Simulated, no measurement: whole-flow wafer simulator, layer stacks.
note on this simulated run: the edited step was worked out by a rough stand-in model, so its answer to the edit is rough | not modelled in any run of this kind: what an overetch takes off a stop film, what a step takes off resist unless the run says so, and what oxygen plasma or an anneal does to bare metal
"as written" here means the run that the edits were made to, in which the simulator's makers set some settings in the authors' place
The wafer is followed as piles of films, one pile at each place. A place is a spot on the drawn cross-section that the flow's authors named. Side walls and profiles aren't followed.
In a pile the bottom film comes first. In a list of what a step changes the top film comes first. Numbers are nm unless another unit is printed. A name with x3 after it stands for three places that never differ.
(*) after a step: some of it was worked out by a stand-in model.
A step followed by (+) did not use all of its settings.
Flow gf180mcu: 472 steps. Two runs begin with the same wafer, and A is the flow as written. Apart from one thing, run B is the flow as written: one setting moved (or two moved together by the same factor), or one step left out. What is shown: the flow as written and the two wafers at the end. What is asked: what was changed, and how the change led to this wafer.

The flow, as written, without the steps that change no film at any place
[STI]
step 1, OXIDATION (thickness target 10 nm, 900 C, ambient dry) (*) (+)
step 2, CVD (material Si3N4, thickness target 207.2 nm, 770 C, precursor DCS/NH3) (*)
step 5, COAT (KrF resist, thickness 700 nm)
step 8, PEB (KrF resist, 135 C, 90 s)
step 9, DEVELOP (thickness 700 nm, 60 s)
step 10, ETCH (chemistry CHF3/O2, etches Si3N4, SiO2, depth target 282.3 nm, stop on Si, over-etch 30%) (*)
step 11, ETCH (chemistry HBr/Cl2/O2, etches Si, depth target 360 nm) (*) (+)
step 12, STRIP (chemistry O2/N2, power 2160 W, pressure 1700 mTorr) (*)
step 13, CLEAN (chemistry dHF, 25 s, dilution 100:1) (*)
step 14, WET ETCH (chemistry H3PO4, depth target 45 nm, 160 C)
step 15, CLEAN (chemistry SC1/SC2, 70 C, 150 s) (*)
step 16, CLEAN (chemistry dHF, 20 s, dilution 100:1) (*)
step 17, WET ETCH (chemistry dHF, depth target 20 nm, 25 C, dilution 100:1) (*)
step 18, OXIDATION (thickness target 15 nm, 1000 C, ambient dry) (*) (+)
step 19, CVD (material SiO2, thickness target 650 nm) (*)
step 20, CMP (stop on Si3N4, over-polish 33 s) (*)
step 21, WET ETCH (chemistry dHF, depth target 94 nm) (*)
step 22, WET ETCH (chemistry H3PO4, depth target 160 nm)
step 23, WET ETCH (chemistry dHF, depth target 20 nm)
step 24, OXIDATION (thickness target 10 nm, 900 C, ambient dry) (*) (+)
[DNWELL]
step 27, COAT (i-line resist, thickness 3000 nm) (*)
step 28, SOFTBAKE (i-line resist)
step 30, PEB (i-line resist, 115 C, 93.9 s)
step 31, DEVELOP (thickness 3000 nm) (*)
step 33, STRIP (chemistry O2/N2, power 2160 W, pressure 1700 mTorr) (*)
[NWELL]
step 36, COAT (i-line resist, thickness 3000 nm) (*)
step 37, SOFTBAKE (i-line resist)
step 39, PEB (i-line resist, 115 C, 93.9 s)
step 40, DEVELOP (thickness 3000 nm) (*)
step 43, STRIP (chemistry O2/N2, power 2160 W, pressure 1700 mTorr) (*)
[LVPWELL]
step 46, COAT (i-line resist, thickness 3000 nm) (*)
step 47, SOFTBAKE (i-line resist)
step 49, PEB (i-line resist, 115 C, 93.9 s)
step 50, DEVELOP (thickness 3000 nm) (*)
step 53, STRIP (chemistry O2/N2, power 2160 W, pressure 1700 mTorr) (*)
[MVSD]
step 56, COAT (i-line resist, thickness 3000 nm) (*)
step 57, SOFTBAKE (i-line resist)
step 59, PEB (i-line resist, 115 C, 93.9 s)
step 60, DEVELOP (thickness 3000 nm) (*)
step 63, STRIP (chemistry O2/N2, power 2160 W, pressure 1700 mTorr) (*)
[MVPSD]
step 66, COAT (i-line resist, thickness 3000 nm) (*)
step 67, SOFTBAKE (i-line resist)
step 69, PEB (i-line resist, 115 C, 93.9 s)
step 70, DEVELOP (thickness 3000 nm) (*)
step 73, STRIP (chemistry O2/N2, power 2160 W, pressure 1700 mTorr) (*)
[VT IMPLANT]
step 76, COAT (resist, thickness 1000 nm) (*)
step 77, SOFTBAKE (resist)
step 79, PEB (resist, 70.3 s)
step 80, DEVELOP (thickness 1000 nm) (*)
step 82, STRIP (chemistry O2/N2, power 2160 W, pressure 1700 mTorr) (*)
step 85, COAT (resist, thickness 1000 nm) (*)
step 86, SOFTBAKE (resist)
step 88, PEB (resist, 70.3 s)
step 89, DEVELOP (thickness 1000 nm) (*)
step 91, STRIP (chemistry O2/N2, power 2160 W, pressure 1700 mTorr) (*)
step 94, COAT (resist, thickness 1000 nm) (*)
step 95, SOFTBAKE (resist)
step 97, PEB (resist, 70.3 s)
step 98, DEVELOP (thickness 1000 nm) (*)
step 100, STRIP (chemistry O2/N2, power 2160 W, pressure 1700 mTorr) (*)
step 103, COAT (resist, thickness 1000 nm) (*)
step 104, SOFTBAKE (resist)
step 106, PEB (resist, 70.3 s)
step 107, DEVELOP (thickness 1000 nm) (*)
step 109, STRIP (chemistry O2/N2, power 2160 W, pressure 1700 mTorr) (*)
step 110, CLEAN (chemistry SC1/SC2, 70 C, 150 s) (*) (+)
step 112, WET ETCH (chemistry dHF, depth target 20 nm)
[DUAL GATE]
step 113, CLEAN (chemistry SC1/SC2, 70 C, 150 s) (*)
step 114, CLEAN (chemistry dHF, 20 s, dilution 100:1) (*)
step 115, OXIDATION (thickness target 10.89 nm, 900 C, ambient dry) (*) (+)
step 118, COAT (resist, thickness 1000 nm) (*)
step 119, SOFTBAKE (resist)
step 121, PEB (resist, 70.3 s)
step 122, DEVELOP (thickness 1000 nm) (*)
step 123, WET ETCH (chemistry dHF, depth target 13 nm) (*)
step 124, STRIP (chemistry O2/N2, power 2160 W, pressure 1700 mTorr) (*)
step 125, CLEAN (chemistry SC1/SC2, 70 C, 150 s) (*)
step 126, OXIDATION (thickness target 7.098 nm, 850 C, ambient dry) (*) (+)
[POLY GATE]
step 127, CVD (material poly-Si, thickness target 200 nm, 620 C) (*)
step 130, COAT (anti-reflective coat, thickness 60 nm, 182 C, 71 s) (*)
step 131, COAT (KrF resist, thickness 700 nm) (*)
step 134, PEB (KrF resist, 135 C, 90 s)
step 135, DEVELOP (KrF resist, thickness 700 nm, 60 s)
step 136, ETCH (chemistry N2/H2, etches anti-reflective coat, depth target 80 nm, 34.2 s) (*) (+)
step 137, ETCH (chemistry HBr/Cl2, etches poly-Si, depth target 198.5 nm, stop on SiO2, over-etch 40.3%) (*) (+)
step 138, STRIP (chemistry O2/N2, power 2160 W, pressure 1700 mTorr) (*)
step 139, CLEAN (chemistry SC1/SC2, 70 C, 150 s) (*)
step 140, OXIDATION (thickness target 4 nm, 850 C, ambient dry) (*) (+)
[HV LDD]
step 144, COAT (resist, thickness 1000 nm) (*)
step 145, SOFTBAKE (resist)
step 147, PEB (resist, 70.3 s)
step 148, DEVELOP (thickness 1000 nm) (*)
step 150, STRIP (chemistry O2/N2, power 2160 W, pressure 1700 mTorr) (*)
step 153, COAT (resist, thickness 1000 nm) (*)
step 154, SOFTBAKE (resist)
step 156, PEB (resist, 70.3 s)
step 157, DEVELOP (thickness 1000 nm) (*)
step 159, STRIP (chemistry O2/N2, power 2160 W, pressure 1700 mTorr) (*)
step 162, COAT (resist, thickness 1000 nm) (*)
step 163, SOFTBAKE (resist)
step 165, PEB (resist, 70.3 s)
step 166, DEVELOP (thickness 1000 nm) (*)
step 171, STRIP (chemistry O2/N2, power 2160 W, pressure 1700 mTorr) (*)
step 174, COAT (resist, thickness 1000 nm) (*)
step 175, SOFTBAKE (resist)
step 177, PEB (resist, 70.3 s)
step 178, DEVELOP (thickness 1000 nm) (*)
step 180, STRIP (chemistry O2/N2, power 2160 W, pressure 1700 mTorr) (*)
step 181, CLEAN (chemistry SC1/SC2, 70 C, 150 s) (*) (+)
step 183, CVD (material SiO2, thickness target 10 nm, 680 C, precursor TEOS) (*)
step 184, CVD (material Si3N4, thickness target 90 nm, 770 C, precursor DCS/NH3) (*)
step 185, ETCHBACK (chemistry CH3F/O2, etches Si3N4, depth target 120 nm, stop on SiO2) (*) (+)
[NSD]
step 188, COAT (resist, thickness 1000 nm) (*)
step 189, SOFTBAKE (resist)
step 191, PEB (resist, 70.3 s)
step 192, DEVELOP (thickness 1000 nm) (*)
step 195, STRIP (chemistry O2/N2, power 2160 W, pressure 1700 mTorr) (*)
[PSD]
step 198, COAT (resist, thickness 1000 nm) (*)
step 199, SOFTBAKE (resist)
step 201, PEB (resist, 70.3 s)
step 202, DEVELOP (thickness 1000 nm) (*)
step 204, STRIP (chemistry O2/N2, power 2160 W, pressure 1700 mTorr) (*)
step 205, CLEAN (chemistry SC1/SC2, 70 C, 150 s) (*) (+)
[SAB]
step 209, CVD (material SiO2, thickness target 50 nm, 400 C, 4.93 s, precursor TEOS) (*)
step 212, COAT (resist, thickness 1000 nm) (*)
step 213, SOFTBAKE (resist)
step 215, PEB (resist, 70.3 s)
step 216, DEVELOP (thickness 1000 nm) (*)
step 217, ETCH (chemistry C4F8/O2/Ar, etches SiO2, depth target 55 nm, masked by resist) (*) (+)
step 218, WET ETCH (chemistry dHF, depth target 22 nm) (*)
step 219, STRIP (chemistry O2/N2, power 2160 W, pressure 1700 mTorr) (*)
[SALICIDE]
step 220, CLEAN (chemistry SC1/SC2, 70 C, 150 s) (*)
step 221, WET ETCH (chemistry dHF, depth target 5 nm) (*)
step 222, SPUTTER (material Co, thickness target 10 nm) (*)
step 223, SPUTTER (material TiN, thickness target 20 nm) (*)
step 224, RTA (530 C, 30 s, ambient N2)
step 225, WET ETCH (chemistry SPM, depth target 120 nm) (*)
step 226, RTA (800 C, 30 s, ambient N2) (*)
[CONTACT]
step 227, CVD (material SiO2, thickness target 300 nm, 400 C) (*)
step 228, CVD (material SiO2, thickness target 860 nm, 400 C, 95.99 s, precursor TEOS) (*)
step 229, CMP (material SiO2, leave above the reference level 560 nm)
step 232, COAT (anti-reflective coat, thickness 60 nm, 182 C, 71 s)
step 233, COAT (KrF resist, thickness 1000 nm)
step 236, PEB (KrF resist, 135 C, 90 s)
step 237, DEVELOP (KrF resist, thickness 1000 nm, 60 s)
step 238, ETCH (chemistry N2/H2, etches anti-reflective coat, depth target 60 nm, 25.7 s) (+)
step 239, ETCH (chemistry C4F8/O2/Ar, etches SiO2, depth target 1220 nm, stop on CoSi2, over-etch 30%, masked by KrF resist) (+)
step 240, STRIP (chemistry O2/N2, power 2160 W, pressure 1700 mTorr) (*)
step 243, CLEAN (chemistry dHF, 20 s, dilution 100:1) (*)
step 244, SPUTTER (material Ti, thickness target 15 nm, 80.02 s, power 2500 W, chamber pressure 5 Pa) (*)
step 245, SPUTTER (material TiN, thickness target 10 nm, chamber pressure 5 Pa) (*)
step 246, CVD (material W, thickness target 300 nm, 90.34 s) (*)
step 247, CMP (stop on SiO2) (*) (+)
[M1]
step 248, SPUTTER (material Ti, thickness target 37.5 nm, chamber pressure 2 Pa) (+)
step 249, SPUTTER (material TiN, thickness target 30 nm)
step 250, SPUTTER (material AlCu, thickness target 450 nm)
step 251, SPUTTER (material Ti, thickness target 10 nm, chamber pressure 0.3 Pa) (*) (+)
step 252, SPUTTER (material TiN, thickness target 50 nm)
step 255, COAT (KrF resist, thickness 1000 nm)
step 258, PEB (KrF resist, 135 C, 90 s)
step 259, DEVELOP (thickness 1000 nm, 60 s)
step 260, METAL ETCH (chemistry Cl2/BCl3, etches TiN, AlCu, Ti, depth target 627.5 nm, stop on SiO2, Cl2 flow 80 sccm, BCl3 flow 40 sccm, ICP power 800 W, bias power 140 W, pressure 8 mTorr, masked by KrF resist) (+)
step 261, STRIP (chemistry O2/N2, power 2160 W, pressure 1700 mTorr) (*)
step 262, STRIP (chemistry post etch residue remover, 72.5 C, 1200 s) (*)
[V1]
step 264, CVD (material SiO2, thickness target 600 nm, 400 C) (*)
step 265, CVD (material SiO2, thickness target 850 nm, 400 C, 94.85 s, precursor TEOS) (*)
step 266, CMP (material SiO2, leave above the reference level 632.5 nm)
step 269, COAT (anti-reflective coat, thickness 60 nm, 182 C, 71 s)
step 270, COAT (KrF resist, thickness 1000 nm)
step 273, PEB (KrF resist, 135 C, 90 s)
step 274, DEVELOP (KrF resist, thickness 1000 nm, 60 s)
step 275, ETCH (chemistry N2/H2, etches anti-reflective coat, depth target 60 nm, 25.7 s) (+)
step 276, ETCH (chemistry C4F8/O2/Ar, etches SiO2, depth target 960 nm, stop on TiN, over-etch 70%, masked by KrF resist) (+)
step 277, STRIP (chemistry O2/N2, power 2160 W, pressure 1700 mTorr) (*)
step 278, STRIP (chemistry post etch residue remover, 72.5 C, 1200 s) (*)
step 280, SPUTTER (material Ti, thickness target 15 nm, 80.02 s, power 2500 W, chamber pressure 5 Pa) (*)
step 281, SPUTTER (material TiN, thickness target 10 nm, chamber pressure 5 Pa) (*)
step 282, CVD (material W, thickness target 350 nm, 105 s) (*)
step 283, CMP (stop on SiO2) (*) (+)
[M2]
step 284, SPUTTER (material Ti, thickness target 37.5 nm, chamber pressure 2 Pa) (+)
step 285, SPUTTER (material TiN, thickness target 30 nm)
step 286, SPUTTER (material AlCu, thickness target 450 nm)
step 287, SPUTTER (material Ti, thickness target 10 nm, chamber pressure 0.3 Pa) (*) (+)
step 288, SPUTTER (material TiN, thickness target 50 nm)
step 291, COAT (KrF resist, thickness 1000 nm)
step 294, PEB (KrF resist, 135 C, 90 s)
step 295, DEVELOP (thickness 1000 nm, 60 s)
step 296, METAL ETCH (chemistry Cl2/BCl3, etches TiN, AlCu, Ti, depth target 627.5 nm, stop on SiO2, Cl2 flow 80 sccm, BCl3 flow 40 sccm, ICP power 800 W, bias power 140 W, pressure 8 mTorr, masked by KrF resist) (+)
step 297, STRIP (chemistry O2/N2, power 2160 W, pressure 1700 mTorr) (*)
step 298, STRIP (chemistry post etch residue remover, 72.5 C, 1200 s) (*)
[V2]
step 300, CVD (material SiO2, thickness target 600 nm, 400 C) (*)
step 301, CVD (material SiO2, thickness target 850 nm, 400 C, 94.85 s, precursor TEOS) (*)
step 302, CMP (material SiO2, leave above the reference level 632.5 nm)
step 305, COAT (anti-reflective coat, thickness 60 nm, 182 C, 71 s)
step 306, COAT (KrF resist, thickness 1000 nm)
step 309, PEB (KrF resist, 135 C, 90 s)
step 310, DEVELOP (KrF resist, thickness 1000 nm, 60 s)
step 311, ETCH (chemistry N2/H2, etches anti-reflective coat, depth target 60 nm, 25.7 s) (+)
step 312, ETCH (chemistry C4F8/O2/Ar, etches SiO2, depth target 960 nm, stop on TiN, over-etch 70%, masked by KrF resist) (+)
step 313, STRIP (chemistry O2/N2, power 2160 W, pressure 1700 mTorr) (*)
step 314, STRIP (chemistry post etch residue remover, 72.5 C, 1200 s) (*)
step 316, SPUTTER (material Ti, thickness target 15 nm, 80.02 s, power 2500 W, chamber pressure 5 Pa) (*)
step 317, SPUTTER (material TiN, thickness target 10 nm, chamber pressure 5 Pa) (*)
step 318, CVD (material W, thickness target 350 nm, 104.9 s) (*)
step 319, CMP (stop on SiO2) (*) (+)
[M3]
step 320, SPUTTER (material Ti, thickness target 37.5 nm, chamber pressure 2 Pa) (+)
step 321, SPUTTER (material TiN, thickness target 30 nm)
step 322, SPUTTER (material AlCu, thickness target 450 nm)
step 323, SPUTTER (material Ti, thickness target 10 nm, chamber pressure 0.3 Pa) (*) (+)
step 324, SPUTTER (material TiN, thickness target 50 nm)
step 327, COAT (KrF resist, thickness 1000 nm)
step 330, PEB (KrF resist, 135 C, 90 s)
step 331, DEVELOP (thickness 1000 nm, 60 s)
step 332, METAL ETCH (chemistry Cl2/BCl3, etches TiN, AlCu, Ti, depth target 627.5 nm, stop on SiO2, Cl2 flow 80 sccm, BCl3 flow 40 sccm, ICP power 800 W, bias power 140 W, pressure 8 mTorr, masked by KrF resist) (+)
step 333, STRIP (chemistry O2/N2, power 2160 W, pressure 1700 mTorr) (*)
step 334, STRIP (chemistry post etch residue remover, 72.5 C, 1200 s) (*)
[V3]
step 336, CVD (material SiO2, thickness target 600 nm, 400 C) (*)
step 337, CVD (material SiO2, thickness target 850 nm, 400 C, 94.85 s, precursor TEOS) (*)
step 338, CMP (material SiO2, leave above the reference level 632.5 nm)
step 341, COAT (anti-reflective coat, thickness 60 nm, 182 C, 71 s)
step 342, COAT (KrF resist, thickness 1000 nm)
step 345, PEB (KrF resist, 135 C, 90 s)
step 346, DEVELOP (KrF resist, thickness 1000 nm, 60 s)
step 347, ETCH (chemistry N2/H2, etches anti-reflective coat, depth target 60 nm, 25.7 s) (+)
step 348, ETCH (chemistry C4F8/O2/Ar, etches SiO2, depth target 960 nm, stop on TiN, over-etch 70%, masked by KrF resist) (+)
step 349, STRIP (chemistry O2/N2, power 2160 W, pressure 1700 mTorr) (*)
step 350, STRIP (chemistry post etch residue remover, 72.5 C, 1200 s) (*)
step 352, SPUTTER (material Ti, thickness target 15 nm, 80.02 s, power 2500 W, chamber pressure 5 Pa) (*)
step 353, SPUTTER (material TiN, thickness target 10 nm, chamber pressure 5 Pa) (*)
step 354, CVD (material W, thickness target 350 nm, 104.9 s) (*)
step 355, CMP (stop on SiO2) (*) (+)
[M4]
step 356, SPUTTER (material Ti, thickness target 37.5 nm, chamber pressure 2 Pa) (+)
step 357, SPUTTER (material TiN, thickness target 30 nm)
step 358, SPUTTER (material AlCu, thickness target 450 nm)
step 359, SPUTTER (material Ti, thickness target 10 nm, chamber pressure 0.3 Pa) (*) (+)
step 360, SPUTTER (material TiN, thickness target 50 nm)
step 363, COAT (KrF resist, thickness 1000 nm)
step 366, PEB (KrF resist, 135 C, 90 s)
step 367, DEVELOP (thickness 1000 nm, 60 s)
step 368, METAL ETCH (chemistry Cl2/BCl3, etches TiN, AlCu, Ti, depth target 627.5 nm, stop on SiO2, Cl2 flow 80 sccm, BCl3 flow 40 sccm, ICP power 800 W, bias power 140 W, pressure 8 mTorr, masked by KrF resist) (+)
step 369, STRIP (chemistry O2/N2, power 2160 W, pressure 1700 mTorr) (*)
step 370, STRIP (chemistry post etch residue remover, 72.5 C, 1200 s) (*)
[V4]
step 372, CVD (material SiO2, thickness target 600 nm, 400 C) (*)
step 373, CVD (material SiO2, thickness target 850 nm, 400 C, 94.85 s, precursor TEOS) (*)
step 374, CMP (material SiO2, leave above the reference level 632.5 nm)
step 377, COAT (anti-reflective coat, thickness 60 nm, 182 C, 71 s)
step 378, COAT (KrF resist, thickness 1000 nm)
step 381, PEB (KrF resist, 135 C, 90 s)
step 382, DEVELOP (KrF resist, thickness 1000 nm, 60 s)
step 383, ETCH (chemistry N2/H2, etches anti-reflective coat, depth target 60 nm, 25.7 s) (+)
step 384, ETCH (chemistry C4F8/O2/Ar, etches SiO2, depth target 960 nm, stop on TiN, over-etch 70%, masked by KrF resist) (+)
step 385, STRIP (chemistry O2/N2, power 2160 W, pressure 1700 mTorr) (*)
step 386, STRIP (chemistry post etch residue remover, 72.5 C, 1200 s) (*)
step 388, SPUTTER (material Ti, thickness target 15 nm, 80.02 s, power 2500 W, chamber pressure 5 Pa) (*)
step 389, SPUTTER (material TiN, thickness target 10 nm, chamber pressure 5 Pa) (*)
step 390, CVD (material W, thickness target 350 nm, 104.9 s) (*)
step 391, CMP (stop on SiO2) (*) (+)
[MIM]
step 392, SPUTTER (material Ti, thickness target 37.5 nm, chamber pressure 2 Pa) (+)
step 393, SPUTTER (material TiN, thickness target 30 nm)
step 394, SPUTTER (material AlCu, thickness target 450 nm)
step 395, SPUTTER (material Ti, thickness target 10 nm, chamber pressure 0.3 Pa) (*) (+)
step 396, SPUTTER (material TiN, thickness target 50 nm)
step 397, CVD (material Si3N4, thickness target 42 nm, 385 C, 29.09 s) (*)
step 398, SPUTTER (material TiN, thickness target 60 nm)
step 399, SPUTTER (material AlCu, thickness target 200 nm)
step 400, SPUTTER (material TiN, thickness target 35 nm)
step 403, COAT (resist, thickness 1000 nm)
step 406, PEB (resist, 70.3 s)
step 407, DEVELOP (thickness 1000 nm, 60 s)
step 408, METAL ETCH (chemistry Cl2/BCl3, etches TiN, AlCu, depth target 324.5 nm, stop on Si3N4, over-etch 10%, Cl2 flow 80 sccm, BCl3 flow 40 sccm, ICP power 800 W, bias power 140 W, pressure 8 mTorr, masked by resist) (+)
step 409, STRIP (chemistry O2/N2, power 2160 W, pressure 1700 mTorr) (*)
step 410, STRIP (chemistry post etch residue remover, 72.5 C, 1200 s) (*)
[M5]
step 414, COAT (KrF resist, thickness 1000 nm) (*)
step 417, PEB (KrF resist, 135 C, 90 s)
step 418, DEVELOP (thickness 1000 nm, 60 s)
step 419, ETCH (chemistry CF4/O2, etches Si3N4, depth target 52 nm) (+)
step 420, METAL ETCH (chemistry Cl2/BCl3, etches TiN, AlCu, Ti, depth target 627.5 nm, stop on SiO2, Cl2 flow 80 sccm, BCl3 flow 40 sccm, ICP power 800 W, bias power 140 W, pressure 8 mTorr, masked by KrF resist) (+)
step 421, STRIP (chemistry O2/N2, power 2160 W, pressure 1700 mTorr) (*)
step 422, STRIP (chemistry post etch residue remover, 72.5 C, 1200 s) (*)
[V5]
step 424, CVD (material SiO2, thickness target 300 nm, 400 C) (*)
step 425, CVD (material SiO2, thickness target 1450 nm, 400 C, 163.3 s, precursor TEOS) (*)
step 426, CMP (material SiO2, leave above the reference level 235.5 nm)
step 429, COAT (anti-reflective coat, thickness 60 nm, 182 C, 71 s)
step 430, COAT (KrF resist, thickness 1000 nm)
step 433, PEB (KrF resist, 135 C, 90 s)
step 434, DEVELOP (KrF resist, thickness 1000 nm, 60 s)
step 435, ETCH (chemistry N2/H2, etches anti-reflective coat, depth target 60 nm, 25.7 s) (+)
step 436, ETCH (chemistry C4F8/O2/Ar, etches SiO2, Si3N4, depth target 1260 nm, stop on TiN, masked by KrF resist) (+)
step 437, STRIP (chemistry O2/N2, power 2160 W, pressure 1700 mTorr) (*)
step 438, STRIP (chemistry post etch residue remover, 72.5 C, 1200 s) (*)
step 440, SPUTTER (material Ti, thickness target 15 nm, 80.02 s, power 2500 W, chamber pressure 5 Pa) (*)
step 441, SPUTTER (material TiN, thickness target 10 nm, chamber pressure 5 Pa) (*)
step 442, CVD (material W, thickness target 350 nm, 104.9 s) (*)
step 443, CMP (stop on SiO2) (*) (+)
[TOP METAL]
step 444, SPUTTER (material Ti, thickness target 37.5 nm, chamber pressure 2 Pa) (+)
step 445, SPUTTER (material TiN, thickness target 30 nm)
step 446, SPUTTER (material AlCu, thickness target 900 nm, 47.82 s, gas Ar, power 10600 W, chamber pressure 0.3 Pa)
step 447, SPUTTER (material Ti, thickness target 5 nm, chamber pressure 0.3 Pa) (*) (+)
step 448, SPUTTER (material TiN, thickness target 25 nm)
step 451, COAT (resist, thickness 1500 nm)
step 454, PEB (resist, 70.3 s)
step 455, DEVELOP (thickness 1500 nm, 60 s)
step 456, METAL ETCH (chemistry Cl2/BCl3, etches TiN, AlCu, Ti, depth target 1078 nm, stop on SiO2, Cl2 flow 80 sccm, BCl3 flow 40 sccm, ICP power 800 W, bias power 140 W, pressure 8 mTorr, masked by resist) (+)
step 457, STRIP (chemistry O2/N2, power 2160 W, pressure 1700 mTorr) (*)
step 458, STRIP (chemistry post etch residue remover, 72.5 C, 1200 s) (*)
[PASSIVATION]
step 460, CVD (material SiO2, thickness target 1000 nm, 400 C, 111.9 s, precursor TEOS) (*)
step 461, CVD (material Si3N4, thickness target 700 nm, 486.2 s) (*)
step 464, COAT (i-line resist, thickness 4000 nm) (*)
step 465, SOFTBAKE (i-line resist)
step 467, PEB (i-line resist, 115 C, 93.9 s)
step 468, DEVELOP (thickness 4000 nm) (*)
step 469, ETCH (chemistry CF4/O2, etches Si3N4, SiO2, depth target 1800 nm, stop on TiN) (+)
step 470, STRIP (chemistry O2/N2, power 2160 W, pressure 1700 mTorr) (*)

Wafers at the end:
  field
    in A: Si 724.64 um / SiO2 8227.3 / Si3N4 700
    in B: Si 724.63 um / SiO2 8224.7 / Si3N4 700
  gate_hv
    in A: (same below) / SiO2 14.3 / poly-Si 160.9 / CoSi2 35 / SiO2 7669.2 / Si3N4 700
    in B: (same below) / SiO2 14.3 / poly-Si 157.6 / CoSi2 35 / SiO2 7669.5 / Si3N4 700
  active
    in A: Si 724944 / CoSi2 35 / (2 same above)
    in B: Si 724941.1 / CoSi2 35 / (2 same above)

The reason: step 140, OXIDATION: 977 C was run, whereas the flow has 850 C.

How this came from the change, step by step:
  step 140, OXIDATION (thickness target 4 nm, 850 C, ambient dry) (*) (+)
      gate, gate_hv, gate_p and 25 more: A SiO2 gains 4 (new film), chemical SiO2 loses 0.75 (all of it), poly-Si loses 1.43 | B SiO2 gains 11.5 (new film), chemical SiO2 loses 0.75 (all of it), poly-Si loses 4.71
      active_hv, active_nat, ld_sd_n and 11 more: A SiO2 gains 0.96, Si loses 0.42 | B SiO2 gains 5.76, Si loses 2.53
      (as well as at 50 more places)
  step 189, SOFTBAKE (resist)
      field__w9: A resist gains 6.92 | B resist loses 3.09
      active_nat: A resist gains 5.49 | B resist gains 9.42
  step 199, SOFTBAKE (resist)
      field__w9: A resist gains 6.92 | B resist loses 3.09
      active_nat: A resist gains 5.49 | B resist gains 9.42
  step 218, WET ETCH (chemistry dHF, depth target 22 nm) (*)
      gate, gate_hv, gate_p and 23 more: A SiO2 loses 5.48 (all of it) | B SiO2 loses 12.9 (all of it)
      active, p_well, sd_n, iso_ptap_pw, iso_ntap_nw, iso_ptap_sub, vpnp_e: A SiO2 loses 9.01 (all of it) | B SiO2 loses 15.7 (all of it)
      (as well as at 16 more places)
  step 229, CMP (material SiO2, leave above the reference level 560 nm)
      n_well: A SiO2 loses 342 | B SiO2 loses 349.3
      nplus_u: A SiO2 loses 338.8 | B SiO2 loses 346.2
      (as well as at 1 more place)
